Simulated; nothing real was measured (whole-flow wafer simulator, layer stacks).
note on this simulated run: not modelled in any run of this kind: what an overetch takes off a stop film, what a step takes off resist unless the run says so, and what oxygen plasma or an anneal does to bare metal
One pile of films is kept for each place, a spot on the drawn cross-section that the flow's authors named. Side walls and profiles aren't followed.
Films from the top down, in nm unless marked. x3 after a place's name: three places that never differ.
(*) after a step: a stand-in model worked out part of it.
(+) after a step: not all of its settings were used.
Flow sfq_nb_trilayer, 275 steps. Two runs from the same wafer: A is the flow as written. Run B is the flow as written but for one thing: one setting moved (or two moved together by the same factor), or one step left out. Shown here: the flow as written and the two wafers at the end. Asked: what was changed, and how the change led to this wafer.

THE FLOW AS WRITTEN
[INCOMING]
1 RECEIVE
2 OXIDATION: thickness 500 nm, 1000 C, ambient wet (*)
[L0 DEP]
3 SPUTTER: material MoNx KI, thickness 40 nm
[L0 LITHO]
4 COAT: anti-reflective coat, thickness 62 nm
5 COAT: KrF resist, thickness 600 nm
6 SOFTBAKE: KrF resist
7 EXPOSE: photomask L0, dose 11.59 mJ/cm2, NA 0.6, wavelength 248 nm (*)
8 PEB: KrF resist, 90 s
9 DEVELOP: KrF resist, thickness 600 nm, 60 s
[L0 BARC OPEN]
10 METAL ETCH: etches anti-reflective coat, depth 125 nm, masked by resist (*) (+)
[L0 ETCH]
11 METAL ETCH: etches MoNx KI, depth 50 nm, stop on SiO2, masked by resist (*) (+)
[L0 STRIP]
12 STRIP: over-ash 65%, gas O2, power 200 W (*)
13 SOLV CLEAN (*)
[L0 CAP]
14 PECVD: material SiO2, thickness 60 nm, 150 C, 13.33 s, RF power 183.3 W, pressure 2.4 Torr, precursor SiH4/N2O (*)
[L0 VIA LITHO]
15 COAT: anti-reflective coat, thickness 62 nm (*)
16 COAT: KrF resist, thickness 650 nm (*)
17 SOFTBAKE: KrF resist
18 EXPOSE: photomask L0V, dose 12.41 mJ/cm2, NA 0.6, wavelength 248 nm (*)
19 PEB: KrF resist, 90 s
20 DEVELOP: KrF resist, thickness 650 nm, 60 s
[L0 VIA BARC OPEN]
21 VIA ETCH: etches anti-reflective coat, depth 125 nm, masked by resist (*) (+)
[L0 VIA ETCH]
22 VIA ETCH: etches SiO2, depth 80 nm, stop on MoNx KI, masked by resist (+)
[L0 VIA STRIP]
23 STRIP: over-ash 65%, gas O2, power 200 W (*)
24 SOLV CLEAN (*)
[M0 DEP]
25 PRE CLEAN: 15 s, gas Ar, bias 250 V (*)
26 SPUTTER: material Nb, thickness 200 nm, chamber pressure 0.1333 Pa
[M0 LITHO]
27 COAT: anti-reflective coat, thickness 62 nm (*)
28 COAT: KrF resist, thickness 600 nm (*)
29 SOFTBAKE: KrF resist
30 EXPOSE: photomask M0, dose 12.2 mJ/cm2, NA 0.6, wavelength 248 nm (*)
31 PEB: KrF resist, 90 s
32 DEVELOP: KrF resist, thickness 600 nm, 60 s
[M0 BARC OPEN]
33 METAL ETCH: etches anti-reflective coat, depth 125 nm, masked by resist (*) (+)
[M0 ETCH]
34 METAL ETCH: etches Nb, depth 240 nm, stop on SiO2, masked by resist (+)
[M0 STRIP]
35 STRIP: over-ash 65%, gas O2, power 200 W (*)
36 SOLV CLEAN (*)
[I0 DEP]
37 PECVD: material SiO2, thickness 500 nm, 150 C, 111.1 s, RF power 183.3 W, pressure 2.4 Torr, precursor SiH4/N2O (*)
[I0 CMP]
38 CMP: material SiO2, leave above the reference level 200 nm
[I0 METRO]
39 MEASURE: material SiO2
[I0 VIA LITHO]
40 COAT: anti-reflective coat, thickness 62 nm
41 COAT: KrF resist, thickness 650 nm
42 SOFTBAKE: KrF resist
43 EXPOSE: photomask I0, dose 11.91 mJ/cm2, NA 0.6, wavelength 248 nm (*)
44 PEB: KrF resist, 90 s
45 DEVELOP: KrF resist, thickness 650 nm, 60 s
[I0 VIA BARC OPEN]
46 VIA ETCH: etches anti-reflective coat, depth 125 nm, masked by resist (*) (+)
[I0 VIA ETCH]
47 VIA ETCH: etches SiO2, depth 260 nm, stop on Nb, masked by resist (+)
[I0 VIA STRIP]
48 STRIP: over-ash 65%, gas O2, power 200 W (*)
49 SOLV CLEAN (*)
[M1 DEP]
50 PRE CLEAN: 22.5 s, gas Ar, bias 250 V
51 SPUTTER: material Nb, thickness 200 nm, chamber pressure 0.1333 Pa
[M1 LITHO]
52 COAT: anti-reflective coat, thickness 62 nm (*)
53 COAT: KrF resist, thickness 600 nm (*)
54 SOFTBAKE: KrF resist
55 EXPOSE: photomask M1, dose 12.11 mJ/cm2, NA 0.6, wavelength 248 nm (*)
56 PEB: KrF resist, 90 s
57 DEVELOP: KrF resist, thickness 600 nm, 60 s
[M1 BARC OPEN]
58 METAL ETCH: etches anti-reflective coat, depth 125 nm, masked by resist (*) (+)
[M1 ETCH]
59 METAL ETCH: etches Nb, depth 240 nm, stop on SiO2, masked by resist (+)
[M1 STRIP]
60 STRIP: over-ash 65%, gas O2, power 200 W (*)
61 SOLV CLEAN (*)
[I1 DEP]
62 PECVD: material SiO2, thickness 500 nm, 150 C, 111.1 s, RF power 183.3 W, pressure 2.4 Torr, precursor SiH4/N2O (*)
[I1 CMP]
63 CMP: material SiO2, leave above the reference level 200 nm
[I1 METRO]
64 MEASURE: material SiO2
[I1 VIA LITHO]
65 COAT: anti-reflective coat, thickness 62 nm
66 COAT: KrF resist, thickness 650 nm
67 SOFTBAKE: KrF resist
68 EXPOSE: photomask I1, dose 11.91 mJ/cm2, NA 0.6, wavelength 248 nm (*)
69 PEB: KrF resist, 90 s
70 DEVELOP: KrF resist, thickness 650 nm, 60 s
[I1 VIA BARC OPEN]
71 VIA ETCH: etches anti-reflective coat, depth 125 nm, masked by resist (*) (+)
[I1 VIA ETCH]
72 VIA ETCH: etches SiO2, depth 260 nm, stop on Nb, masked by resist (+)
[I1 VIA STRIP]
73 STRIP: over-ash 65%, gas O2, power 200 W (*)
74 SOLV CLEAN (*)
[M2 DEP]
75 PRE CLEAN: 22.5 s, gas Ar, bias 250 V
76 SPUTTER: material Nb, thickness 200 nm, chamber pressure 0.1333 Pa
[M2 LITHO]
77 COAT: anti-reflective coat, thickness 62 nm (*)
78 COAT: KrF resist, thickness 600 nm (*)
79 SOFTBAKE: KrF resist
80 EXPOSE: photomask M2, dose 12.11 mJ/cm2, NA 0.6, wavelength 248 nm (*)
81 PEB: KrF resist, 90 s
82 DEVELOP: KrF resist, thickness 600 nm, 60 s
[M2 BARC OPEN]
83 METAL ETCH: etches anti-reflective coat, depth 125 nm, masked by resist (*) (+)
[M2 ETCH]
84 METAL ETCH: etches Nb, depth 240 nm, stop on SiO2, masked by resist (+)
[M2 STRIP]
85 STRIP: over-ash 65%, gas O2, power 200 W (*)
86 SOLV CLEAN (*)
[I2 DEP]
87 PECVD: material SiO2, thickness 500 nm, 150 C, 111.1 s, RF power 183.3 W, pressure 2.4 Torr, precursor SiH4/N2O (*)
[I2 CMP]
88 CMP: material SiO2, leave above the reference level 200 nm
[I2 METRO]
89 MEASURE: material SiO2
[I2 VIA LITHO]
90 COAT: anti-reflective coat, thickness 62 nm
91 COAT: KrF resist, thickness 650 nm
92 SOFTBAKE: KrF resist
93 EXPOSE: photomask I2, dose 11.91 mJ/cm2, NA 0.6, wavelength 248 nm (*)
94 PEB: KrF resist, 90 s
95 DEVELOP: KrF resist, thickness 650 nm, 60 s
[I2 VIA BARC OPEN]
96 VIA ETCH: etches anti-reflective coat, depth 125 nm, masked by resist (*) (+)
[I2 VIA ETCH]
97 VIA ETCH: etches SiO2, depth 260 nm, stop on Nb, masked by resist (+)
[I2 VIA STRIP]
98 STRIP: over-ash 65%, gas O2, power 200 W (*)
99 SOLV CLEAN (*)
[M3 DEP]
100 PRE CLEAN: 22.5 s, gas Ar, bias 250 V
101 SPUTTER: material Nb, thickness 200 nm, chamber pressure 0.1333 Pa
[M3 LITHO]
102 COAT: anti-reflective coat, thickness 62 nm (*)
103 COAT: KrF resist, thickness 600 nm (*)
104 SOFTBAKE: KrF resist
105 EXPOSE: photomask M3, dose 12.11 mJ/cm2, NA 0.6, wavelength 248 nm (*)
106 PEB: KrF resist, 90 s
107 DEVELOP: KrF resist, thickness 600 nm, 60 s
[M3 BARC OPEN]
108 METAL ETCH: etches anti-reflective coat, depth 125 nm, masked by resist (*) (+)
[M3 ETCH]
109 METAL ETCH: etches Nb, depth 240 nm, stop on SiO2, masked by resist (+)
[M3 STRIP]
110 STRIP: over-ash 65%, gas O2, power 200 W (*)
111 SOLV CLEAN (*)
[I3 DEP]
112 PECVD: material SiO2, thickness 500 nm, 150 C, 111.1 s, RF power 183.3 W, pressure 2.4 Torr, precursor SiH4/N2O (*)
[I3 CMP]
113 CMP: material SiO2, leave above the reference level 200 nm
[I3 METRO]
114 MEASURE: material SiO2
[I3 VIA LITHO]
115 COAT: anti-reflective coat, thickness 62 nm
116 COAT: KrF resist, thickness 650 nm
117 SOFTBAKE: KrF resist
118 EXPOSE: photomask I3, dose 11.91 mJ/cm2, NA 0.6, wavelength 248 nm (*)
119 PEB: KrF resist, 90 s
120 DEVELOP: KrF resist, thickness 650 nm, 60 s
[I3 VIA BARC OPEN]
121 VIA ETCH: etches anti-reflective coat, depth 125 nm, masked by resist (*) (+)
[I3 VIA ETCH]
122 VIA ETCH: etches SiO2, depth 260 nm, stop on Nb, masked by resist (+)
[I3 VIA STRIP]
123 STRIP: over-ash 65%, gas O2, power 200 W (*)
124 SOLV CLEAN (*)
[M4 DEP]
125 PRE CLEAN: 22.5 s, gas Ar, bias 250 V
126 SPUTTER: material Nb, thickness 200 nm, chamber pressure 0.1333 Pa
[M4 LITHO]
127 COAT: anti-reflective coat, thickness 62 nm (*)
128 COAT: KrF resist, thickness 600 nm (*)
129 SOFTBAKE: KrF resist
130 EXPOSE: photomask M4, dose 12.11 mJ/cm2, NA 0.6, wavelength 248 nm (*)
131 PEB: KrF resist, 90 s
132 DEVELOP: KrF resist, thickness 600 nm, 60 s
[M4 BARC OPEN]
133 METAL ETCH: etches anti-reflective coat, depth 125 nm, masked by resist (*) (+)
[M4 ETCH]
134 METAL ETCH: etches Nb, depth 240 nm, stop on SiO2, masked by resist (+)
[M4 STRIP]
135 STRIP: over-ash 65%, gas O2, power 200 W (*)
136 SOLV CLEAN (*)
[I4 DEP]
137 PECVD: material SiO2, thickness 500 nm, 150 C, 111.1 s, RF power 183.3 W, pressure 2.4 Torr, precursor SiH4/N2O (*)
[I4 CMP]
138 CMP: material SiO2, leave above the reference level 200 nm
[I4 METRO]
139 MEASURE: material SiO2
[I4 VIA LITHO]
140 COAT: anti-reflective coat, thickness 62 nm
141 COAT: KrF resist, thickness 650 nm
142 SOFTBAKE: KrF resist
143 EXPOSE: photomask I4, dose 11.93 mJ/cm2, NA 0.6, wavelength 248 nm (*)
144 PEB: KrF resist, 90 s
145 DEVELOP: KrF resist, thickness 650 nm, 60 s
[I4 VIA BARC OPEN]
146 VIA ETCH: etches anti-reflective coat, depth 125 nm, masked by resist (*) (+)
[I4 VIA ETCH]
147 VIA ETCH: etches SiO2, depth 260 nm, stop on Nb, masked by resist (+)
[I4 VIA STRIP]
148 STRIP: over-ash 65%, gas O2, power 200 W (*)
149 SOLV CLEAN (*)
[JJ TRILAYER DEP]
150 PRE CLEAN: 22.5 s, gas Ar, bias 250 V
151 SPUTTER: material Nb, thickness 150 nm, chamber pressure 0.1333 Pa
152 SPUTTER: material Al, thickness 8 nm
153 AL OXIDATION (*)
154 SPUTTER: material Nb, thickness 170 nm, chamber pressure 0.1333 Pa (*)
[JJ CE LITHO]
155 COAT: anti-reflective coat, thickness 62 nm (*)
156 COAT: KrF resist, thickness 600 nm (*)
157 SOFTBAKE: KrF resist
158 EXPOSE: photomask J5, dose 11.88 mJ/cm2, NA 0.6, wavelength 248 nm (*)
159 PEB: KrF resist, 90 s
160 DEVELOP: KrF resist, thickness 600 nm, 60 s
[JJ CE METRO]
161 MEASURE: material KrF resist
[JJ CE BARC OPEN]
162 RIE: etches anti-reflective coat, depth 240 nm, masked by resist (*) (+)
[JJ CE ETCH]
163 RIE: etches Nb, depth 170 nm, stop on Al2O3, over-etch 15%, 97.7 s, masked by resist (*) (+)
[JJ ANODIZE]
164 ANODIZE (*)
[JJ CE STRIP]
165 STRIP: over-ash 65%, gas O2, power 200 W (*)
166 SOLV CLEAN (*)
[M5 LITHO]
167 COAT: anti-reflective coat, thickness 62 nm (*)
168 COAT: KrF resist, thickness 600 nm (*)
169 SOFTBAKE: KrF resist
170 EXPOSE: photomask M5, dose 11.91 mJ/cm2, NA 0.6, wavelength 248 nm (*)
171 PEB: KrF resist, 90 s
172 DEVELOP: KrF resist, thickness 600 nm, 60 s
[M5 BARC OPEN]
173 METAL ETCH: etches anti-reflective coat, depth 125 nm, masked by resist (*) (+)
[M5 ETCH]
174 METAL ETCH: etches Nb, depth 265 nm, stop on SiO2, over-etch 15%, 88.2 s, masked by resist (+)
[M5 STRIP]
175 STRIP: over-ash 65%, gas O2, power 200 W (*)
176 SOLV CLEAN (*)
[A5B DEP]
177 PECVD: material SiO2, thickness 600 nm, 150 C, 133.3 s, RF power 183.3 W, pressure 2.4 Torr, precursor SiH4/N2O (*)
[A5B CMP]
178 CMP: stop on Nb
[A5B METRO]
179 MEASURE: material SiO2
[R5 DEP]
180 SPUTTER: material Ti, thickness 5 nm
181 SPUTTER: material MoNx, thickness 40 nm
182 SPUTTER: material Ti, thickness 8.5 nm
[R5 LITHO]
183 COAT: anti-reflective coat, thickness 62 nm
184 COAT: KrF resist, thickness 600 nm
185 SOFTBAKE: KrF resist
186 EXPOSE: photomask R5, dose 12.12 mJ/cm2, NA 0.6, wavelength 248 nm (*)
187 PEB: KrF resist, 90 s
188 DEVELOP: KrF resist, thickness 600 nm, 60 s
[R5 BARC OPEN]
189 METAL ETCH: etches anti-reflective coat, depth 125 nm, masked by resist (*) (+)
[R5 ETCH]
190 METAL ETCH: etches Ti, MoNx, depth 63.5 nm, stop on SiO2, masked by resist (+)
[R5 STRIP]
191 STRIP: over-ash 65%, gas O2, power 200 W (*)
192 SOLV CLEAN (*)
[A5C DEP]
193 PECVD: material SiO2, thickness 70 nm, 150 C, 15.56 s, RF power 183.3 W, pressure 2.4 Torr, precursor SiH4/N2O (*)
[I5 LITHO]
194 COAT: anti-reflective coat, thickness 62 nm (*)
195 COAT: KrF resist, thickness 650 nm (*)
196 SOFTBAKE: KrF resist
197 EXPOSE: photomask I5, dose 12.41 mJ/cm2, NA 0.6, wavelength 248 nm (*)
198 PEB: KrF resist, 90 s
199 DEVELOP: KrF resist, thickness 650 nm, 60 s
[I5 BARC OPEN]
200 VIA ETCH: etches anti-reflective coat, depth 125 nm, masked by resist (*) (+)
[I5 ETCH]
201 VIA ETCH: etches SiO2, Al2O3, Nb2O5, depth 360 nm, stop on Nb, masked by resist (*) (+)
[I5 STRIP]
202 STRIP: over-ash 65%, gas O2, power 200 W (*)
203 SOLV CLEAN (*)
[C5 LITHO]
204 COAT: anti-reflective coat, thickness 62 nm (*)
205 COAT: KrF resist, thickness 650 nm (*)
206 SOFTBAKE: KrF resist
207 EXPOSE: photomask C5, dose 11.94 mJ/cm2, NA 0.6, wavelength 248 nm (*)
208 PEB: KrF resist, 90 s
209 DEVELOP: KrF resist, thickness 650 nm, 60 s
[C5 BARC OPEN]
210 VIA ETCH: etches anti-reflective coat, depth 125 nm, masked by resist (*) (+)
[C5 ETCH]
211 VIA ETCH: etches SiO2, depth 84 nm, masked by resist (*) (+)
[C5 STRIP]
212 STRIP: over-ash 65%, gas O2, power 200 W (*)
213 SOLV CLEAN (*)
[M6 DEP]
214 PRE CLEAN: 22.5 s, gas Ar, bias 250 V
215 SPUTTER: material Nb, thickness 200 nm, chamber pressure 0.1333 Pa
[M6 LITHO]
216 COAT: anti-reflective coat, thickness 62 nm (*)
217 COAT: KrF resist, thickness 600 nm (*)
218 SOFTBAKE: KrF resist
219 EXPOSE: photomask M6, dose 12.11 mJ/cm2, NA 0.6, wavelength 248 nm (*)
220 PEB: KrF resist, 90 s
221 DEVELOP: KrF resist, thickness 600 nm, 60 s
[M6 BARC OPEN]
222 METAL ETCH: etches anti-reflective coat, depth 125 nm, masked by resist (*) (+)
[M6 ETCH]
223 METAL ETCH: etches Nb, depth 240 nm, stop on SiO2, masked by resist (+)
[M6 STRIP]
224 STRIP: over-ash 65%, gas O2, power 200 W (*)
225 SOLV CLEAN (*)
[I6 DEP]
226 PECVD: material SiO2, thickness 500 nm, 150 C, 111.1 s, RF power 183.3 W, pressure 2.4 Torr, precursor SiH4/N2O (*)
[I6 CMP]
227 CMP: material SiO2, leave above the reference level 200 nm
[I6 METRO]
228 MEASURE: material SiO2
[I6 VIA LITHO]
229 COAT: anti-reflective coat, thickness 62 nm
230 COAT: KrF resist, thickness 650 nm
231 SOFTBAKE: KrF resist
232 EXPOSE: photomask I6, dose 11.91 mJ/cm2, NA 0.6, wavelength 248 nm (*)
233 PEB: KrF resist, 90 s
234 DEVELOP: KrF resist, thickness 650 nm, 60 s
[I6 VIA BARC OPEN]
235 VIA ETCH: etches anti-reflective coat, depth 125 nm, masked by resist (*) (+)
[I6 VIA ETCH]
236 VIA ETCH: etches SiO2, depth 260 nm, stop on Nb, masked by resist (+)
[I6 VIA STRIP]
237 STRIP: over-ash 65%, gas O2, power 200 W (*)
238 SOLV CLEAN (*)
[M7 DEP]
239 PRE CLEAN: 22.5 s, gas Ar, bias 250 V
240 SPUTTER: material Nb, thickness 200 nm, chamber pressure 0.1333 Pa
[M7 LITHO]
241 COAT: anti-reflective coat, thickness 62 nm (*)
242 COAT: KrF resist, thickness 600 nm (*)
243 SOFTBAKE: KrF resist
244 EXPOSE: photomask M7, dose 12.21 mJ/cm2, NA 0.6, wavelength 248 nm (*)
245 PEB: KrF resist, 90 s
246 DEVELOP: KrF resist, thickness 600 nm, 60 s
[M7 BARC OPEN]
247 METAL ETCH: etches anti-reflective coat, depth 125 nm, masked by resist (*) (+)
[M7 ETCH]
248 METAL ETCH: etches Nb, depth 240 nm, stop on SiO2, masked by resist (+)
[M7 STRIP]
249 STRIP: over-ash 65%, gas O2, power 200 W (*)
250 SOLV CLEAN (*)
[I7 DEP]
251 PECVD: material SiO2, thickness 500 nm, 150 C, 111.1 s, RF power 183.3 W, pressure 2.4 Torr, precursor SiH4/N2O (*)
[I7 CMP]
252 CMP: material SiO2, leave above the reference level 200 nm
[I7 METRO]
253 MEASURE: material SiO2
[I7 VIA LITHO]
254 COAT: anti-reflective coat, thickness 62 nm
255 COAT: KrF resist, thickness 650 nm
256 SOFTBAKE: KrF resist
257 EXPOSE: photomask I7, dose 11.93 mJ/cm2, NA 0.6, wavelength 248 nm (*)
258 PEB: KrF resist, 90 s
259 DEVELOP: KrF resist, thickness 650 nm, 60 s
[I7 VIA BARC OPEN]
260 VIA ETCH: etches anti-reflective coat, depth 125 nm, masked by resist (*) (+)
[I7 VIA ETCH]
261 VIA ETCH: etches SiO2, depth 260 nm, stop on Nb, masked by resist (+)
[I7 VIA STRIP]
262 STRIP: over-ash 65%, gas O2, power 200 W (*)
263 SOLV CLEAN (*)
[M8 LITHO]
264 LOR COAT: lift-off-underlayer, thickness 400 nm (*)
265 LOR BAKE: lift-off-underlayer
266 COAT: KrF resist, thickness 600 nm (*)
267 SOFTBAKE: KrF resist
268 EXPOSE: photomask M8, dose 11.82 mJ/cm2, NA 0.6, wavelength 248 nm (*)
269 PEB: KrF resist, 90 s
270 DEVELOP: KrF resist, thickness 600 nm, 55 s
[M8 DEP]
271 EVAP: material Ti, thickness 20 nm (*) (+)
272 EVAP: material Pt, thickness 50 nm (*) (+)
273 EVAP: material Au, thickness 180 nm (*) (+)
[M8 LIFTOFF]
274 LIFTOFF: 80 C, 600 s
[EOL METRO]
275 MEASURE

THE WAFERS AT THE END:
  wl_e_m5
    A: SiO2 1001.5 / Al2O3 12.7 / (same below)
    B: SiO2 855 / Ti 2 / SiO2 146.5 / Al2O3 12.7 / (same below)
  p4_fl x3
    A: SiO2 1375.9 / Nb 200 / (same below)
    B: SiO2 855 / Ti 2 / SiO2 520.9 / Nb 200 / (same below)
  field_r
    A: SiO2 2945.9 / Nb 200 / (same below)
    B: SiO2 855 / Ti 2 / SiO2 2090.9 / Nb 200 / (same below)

The cause: step 181, SPUTTER: thickness 52 nm was run, where the flow has thickness 40 nm.

How the change led to this, step by step:
  181 SPUTTER: material MoNx, thickness 40 nm
      field_l, v_sur, via_wl and 103 more: A MoNx +40 (new film) | B MoNx +52 (new film)
  190 METAL ETCH: etches Ti, MoNx, depth 63.5 nm, stop on SiO2, masked by resist (+)
      field_l, v_sur, via_wl and 92 more: A Ti -8.5 (all of it), MoNx -40 (all of it), Ti -5 (all of it) | B Ti -8.5 (all of it), MoNx -52 (all of it), Ti -3
      ce_l, c5j, ce_r, wl_jj: A Ti -8.5 (all of it), MoNx -40 (all of it), Ti -5 (all of it), Nb -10 | B Ti -8.5 (all of it), MoNx -52 (all of it), Ti -3
  193 PECVD: material SiO2, thickness 70 nm, 150 C, 15.56 s, RF power 183.3 W, pressure 2.4 Torr, precursor SiH4/N2O (*)
      field_l, v_sur, via_wl and 92 more: A SiO2 +70 | B SiO2 +70 (new film)
  194 COAT: anti-reflective coat, thickness 62 nm (*)
      wl_j_sl, wl_j_sr: A anti-reflective coat +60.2 (new film) | B anti-reflective coat +62 (new film)
      r5r_spacepad_l, r5r_spacepad_r: A anti-reflective coat +84.4 (new film) | B anti-reflective coat +88.7 (new film)
      (and at 12 more places)
  201 VIA ETCH: etches SiO2, Al2O3, Nb2O5, depth 360 nm, stop on Nb, masked by resist (*) (+)
      be: A SiO2 -216.4 (all of it), Al2O3 -12.7 (all of it), Nb2O5 -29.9 (all of it) | B SiO2 -69.8 (all of it), Ti -2 (all of it), SiO2 -146.5 (all of it), Al2O3 -12.7 (all of it), Nb2O5 -29.9 (all of it)
  202 STRIP: over-ash 65%, gas O2, power 200 W (*)
      wl_j_sl, wl_j_sr: A KrF resist -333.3 (all of it), anti-reflective coat -60.2 (all of it) | B KrF resist -333 (all of it), anti-reflective coat -62 (all of it)
      r5r_spacepad_l, r5r_spacepad_r: A KrF resist -335.6 (all of it), anti-reflective coat -84.4 (all of it) | B KrF resist -335.9 (all of it), anti-reflective coat -88.7 (all of it)
      (and at 12 more places)
  204 COAT: anti-reflective coat, thickness 62 nm (*)
      wl_j_sl, wl_j_sr: A anti-reflective coat +60.2 (new film) | B anti-reflective coat +62 (new film)
      r5r_spacepad_l, r5r_spacepad_r: A anti-reflective coat +84.4 (new film) | B anti-reflective coat +88.7 (new film)
      (and at 12 more places)
  210 VIA ETCH: etches anti-reflective coat, depth 125 nm, masked by resist (*) (+)
      c5j: A anti-reflective coat -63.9 (all of it), SiO2 -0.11 | B anti-reflective coat -61.2 (all of it), SiO2 -0.11
  211 VIA ETCH: etches SiO2, depth 84 nm, masked by resist (*) (+)
      c5j: A SiO2 -69.9 (all of it), Nb -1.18 | B SiO2 -69.9 (all of it)
  212 STRIP: over-ash 65%, gas O2, power 200 W (*)
      wl_j_sl, wl_j_sr: A KrF resist -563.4 (all of it), anti-reflective coat -60.2 (all of it) | B KrF resist -564 (all of it), anti-reflective coat -62 (all of it)
      r5r_spacepad_l, r5r_spacepad_r: A KrF resist -565.8 (all of it), anti-reflective coat -84.4 (all of it) | B KrF resist -566.9 (all of it), anti-reflective coat -88.7 (all of it)
      (and at 11 more places)
  214 PRE CLEAN: 22.5 s, gas Ar, bias 250 V
      c5j: A Nb -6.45 | B Ti -2 (all of it), Nb -3.01
  216 COAT: anti-reflective coat, thickness 62 nm (*)
      r5r_line_l, r5r_line_c, r5r_line_r: A anti-reflective coat +50 (new film) | B anti-reflective coat +48.6 (new film)
      wl_j_sl, wl_j_sr: A anti-reflective coat +60.2 (new film) | B anti-reflective coat +62 (new film)
      (and at 12 more places)
  222 METAL ETCH: etches anti-reflective coat, depth 125 nm, masked by resist (*) (+)
      r5r_line_l, r5r_line_c, r5r_line_r: A anti-reflective coat -50 (all of it) | B anti-reflective coat -48.6 (all of it)
      r5r_spacepad_l, r5r_spacepad_r: A anti-reflective coat -85.7 (all of it) | B anti-reflective coat -90.7 (all of it)
      (and at 1 more place)
  224 STRIP: over-ash 65%, gas O2, power 200 W (*)
      wl_j_sl, wl_j_sr: A KrF resist -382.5 (all of it), anti-reflective coat -60.2 (all of it) | B KrF resist -382.4 (all of it), anti-reflective coat -62 (all of it)
      jj_sur: A KrF resist -378.5 (all of it), anti-reflective coat -56.1 (all of it) | B KrF resist -378.8 (all of it), anti-reflective coat -58.6 (all of it)
      (and at 8 more places)
  227 CMP: material SiO2, leave above the reference level 200 nm
      r5r_line_l, r5r_spacepad_l, r5r_spacepad_r, r5r_line_c, r5r_line_r: A SiO2 -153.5 | B SiO2 -163.5
      ce_l, ce_r, wl_jj: A SiO2 -290 | B SiO2 -300
      (and at 5 more places)
Counting metal films that touch as one body, wl_e_m5 has 7 bodies (between them, from the top down: SiO2 146.5 / Al2O3 12.7 / Nb2O5 29.9; SiO2 192.5; SiO2 192.5; SiO2 192.5; SiO2 192.5; SiO2 192.5); the flow as written gives 6 bodies (between them, from the top down: SiO2 192.5; SiO2 192.5; SiO2 192.5; SiO2 192.5; SiO2 192.5).
Counting metal films that touch as one body, p4_fl x3 has 3 bodies (between them, from the top down: SiO2 520.9; SiO2 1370); the flow as written gives 2 bodies (between them, from the top down: SiO2 1370).
Counting metal films that touch as one body, field_r has 2 bodies (between them, from the top down: SiO2 2090.9); the flow as written gives 1 body.
